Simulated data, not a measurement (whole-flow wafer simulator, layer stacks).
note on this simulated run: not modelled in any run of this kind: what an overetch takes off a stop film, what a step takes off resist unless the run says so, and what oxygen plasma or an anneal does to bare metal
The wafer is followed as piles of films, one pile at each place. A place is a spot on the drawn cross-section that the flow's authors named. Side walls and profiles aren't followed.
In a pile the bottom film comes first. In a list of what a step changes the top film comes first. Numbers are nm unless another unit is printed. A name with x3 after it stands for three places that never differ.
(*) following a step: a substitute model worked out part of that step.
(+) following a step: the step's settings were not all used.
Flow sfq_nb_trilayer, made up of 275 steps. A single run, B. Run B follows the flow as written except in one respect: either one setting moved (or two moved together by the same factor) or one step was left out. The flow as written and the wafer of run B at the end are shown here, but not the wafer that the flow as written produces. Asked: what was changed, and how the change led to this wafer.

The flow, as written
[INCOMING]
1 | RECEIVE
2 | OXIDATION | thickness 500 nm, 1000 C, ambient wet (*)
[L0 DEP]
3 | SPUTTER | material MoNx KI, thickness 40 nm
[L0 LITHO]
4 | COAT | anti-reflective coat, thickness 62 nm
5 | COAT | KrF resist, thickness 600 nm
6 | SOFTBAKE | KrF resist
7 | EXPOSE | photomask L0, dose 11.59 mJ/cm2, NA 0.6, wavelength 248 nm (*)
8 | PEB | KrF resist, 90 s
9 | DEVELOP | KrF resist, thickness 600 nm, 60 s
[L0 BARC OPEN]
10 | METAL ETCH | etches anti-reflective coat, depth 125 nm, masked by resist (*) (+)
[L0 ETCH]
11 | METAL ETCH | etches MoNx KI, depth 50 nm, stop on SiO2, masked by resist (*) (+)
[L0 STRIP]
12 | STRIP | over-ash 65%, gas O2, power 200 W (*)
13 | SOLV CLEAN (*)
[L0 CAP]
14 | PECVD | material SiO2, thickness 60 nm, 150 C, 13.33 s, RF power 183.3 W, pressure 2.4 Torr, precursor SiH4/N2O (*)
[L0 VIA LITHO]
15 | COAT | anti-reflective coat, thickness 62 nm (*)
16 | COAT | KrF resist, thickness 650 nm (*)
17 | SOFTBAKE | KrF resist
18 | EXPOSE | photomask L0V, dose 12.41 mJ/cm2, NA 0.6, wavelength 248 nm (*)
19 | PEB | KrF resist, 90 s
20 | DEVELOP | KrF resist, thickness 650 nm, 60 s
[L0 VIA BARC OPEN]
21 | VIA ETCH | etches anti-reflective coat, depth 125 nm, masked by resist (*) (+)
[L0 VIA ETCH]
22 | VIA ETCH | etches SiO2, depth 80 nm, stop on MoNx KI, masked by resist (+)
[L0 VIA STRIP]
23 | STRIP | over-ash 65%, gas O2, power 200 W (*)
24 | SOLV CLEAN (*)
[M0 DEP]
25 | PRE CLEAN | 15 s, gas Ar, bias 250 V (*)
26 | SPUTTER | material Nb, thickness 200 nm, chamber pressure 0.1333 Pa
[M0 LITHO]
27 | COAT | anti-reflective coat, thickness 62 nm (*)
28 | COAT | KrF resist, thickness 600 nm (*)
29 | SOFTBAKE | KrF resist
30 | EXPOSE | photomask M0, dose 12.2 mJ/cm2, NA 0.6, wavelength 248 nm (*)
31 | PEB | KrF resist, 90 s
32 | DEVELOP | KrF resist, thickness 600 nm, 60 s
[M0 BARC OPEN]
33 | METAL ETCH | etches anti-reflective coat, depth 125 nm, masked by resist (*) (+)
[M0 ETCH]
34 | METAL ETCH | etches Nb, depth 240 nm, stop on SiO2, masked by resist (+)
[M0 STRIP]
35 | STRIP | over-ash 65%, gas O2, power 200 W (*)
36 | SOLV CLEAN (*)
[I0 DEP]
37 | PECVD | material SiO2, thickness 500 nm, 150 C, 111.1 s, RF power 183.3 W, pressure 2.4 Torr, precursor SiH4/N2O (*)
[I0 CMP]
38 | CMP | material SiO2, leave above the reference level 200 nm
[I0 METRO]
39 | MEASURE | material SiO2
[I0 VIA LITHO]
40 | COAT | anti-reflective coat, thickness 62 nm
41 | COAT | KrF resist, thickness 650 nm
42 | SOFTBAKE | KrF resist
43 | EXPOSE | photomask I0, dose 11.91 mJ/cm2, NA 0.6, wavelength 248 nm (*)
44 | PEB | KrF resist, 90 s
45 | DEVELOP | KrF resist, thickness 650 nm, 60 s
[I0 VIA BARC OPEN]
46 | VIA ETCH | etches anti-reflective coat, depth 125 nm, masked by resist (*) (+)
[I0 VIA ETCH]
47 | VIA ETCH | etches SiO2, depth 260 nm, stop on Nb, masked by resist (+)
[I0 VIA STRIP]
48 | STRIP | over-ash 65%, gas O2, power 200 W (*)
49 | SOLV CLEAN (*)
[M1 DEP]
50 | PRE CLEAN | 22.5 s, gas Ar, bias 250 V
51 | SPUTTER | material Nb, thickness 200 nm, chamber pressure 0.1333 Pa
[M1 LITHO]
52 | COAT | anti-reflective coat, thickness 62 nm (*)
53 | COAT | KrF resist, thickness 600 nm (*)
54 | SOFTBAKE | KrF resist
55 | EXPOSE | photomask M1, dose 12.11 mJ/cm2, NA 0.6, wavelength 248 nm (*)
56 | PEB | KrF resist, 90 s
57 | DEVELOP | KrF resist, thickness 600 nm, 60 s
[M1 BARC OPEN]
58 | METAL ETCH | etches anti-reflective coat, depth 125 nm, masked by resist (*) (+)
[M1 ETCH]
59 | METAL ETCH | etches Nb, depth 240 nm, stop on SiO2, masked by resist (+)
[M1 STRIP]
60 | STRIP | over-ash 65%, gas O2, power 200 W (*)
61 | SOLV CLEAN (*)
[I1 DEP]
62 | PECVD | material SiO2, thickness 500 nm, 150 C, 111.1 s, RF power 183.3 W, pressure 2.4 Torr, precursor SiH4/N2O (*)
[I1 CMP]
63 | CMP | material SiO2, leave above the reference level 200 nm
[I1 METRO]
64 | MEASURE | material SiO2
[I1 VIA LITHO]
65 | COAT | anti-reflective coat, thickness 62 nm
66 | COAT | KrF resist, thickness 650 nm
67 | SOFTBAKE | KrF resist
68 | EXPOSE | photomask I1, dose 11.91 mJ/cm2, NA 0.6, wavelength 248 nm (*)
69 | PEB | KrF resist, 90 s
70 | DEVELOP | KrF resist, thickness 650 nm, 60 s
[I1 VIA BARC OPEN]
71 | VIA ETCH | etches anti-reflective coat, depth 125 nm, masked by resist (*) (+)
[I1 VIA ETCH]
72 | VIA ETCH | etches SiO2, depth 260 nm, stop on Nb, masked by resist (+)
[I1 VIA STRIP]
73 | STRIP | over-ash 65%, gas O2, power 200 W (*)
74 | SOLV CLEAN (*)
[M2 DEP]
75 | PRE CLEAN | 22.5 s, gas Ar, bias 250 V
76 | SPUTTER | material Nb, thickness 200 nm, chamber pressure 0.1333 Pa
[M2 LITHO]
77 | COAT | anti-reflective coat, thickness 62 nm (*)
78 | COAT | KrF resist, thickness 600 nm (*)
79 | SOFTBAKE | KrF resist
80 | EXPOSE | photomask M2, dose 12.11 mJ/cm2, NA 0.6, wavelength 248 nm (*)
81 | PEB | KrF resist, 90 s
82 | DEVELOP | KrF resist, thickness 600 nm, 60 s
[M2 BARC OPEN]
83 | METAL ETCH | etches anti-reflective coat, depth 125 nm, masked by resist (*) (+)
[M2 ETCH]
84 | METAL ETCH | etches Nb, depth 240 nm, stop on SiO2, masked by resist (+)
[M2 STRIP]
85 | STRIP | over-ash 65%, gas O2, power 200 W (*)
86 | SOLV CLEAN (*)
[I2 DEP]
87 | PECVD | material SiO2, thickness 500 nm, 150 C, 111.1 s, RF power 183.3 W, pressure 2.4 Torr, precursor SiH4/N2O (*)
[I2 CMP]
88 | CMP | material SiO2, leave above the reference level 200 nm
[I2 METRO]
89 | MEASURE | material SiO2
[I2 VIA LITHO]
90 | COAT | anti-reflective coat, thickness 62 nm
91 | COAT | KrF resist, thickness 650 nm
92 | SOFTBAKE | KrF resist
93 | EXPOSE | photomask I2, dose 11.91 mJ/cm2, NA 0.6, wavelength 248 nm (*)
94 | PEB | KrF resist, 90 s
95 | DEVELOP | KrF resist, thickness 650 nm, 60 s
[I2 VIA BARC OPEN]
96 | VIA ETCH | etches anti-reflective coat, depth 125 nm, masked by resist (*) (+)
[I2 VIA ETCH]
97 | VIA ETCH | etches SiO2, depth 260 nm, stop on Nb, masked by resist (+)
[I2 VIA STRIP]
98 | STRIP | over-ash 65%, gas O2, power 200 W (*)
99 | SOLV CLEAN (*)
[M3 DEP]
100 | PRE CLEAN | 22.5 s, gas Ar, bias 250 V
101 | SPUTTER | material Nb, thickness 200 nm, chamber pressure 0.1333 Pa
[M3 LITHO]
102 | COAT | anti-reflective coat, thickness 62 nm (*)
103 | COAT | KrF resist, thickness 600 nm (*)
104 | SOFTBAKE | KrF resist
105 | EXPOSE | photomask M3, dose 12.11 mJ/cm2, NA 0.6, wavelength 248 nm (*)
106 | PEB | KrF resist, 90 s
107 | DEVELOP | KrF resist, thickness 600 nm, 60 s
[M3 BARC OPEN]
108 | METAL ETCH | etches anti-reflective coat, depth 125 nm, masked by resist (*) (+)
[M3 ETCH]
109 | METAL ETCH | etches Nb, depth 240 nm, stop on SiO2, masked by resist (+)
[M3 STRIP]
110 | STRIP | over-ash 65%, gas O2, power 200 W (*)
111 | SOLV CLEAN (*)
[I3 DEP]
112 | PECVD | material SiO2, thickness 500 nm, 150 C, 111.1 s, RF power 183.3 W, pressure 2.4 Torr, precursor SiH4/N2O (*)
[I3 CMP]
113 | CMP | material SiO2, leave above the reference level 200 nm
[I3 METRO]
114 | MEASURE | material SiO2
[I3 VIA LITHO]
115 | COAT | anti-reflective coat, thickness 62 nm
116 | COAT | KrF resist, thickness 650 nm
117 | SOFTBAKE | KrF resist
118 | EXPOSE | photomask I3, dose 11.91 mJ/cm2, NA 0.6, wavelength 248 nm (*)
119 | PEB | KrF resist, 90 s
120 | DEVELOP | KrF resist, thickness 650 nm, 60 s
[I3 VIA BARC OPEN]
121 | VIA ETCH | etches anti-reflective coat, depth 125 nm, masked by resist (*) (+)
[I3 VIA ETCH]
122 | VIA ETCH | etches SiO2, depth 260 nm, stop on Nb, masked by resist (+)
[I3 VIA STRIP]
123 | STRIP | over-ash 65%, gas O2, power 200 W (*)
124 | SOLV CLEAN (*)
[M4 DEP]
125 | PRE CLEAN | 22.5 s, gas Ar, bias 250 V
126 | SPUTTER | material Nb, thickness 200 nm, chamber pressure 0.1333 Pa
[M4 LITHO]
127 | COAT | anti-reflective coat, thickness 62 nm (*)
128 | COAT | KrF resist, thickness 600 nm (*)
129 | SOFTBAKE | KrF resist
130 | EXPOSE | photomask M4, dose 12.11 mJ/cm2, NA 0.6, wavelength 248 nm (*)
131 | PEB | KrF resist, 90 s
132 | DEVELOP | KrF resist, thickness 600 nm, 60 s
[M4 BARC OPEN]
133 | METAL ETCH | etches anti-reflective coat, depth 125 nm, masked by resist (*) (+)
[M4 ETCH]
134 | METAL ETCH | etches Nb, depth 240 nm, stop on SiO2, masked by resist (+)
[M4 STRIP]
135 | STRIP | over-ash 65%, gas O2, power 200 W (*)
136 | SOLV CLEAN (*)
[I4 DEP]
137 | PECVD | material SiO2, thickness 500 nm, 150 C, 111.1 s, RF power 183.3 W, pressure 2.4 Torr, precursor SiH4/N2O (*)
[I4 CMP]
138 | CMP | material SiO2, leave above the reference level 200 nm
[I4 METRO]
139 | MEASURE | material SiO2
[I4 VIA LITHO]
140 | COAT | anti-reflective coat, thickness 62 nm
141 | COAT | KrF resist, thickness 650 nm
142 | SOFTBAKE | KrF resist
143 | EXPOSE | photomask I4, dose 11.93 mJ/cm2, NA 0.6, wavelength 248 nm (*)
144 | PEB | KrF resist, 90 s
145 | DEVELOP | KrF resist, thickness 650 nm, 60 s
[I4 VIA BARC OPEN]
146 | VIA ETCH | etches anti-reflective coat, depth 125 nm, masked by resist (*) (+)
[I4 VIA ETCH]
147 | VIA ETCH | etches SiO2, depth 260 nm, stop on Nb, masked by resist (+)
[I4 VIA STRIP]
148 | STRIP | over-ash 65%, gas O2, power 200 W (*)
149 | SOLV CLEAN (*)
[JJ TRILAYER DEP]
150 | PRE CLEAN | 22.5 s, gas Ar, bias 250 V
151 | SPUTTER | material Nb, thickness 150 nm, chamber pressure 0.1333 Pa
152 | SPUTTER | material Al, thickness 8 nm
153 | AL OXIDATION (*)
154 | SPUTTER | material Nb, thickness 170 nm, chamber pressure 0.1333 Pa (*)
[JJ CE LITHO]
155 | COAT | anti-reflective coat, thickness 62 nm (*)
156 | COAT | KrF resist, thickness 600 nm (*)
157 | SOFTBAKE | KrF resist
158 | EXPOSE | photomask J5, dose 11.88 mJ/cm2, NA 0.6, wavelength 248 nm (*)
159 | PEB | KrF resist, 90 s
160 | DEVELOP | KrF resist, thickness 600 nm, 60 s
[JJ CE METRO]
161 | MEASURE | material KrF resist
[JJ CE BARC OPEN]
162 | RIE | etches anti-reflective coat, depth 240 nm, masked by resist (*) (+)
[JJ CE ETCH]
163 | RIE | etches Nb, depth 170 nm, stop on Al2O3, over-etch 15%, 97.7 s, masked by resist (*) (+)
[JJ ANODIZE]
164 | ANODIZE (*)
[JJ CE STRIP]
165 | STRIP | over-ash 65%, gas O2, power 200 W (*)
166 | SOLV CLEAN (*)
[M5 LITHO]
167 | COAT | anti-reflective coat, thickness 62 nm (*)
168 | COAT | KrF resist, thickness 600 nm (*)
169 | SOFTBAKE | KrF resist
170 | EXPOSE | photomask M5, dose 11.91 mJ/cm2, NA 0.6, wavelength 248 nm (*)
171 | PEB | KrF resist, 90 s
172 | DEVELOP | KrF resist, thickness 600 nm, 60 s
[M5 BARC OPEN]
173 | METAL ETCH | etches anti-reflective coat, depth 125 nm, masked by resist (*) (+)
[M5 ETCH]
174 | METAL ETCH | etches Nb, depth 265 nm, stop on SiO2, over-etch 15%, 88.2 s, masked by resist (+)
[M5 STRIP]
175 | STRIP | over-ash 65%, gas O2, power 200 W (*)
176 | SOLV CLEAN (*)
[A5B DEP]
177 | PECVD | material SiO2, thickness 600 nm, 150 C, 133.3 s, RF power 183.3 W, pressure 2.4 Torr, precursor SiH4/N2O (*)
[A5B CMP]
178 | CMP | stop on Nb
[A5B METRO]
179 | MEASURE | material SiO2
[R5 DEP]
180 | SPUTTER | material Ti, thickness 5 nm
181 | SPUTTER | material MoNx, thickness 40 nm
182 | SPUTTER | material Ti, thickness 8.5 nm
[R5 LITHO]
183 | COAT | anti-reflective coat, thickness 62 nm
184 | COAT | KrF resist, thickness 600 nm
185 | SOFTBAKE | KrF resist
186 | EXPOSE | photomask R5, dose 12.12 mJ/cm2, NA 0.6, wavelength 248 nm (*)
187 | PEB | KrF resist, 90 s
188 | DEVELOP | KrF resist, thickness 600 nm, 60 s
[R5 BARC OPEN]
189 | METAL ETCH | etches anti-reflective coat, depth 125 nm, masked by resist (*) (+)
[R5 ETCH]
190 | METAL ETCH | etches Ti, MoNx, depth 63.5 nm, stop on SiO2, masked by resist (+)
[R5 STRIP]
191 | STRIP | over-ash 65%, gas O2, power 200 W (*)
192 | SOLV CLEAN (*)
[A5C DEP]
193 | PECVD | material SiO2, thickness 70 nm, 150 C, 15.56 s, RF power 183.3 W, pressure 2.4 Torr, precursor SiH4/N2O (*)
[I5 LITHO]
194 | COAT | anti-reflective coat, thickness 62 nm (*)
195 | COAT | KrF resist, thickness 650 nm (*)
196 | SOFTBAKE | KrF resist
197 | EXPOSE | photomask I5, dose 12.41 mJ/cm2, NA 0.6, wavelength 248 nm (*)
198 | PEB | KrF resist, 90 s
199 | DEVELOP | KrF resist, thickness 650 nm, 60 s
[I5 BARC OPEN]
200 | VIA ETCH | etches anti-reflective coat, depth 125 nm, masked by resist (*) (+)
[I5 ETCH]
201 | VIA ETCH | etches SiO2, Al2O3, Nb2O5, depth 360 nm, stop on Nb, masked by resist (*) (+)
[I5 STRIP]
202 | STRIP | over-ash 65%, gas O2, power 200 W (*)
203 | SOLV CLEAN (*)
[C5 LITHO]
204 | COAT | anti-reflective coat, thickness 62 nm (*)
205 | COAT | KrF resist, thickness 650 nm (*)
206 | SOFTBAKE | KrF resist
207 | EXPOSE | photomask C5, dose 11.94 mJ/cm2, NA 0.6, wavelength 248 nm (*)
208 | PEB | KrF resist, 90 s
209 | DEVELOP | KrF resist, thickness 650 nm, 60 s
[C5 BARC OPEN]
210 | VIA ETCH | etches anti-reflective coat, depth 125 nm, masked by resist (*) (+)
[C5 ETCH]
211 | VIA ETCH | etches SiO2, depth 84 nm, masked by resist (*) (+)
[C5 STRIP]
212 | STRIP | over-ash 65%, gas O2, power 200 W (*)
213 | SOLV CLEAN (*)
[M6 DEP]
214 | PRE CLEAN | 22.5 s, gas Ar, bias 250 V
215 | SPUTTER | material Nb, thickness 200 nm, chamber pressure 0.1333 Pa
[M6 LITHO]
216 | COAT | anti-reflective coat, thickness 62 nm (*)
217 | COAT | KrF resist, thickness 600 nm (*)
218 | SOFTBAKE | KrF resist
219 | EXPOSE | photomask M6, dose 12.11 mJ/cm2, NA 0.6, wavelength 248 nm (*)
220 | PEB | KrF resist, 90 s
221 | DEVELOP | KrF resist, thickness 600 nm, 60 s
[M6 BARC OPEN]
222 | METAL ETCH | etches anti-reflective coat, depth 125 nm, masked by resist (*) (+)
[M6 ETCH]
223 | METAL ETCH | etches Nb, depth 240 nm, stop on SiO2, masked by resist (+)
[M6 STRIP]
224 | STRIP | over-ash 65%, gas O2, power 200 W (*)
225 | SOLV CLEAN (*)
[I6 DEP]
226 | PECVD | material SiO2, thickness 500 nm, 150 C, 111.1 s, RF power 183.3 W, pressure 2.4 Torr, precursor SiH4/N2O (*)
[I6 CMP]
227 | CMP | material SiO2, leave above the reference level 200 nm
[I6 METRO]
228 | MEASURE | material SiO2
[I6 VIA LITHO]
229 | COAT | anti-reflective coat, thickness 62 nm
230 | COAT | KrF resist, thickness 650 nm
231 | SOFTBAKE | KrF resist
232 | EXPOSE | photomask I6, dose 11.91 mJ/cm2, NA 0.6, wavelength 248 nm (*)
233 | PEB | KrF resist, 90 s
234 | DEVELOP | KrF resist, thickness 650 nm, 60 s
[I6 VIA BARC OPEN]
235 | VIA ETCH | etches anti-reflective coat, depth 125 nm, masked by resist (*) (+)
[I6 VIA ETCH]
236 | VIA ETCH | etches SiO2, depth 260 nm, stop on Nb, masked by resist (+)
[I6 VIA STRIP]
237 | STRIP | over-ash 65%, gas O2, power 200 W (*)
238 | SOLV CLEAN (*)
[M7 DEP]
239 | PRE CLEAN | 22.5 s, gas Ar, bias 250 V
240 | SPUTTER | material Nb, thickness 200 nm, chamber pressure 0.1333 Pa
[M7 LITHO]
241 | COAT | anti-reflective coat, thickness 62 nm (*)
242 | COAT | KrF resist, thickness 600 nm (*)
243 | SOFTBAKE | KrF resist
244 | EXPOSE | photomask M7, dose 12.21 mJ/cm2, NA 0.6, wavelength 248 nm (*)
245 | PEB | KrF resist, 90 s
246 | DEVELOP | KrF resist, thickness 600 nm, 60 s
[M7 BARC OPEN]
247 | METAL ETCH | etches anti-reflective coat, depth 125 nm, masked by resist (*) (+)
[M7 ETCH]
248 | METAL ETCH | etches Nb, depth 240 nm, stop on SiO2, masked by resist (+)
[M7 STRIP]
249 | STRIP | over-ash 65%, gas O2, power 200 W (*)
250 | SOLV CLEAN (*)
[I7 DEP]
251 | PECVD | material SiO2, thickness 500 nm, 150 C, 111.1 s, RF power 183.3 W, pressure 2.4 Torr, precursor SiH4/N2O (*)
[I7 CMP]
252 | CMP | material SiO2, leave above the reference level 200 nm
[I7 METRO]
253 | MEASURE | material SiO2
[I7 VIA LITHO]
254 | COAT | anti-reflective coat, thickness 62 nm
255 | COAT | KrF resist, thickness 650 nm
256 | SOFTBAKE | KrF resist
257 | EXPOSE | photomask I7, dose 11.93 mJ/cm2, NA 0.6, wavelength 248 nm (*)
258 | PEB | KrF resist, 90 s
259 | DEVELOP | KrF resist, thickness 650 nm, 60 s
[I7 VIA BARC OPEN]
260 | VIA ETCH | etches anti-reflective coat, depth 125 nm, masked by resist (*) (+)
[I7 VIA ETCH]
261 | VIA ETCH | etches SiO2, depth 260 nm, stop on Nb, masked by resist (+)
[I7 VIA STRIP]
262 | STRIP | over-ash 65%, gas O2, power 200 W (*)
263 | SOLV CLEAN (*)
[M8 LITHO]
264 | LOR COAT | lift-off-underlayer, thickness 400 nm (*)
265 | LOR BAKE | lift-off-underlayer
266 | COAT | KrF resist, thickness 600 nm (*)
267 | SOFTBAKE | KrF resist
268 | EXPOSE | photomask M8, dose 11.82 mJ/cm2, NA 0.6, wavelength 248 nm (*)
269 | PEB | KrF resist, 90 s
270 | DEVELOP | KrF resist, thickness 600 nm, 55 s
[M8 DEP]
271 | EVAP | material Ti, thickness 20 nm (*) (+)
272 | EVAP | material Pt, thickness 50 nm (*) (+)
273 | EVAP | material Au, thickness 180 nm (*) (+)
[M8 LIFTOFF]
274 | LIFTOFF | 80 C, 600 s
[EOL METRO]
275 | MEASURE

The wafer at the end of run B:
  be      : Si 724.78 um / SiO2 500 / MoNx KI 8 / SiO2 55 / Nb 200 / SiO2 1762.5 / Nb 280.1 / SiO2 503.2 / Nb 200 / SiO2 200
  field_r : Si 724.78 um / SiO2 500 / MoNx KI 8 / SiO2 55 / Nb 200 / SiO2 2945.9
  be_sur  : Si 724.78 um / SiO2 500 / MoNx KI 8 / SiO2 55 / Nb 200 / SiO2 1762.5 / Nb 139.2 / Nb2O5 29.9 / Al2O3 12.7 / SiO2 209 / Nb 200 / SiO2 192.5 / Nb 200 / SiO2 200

Cause: step 3, SPUTTER: thickness 58 nm was run, whereas the flow has thickness 40 nm.

The path from the change to this, step by step:
  3 | SPUTTER | material MoNx KI, thickness 40 nm
      field_l, v_sur, via_wl and 103 more: +58 MoNx KI (new film) (as written it would have been: +40 MoNx KI (new film))
  11 | METAL ETCH | etches MoNx KI, depth 50 nm, stop on SiO2, masked by resist (*) (+)
      v_sur, via_wl, via_w and 97 more: -50 MoNx KI (as written it would have been: -40 MoNx KI (all of it))
  14 | PECVD | material SiO2, thickness 60 nm, 150 C, 13.33 s, RF power 183.3 W, pressure 2.4 Torr, precursor SiH4/N2O (*)
      v_sur, via_wl, via_w and 97 more: +60 SiO2 (new film) (as written it would have been: +60 SiO2)
  15 | COAT | anti-reflective coat, thickness 62 nm (*)
      field_l: +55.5 anti-reflective coat (new film) (as written it would have been: +56.7 anti-reflective coat (new film))
      v_sur: +74.9 anti-reflective coat (new film) (as written it would have been: +72.2 anti-reflective coat (new film))
      (also at 2 further places)
  23 | STRIP | over-ash 65%, gas O2, power 200 W (*)
      field_l: -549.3 KrF resist (all of it), -55.5 anti-reflective coat (all of it) (as written it would have been: -551.4 KrF resist (all of it), -56.7 anti-reflective coat (all of it))
      v_sur: -573.1 KrF resist (all of it), -74.9 anti-reflective coat (all of it) (as written it would have been: -570.5 KrF resist (all of it), -72.2 anti-reflective coat (all of it))
      (also at 2 further places)
  27 | COAT | anti-reflective coat, thickness 62 nm (*)
      v_sur: +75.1 anti-reflective coat (new film) (as written it would have been: +72.3 anti-reflective coat (new film))
      l0_sur: +46.5 anti-reflective coat (new film) (as written it would have been: +47.5 anti-reflective coat (new film))
      (also at 1 further place)
  35 | STRIP | over-ash 65%, gas O2, power 200 W (*)
      v_sur: -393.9 KrF resist (all of it), -75.1 anti-reflective coat (all of it) (as written it would have been: -391.6 KrF resist (all of it), -72.3 anti-reflective coat (all of it))
      l0_sur: -369.2 KrF resist (all of it), -46.5 anti-reflective coat (all of it) (as written it would have been: -372 KrF resist (all of it), -47.5 anti-reflective coat (all of it))
      (also at 1 further place)
  38 | CMP | material SiO2, leave above the reference level 200 nm
      field_l, l0_sur, l0r_line_l, l0r_line_c, l0r_line_r: -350 SiO2 (as written it would have been: -340 SiO2)
      l0v: -287.8 SiO2 (as written it would have been: -277.8 SiO2)
Taking metal films that touch as one body, be has 4 bodies (between them, from the top down: SiO2 503.2; SiO2 1762.5; SiO2 55); the flow as written gives 3 bodies (between them, from the top down: SiO2 503.2; SiO2 1762.5).
Taking metal films that touch as one body, field_r has 2 bodies (between them, from the top down: SiO2 55); the flow as written gives 1 body.
Taking metal films that touch as one body, be_sur has 5 bodies (between them, from the top down: SiO2 192.5; SiO2 209 / Al2O3 12.7 / Nb2O5 29.9; SiO2 1762.5; SiO2 55); the flow as written gives 4 bodies (between them, from the top down: SiO2 192.5; SiO2 209 / Al2O3 12.7 / Nb2O5 29.9; SiO2 1762.5).
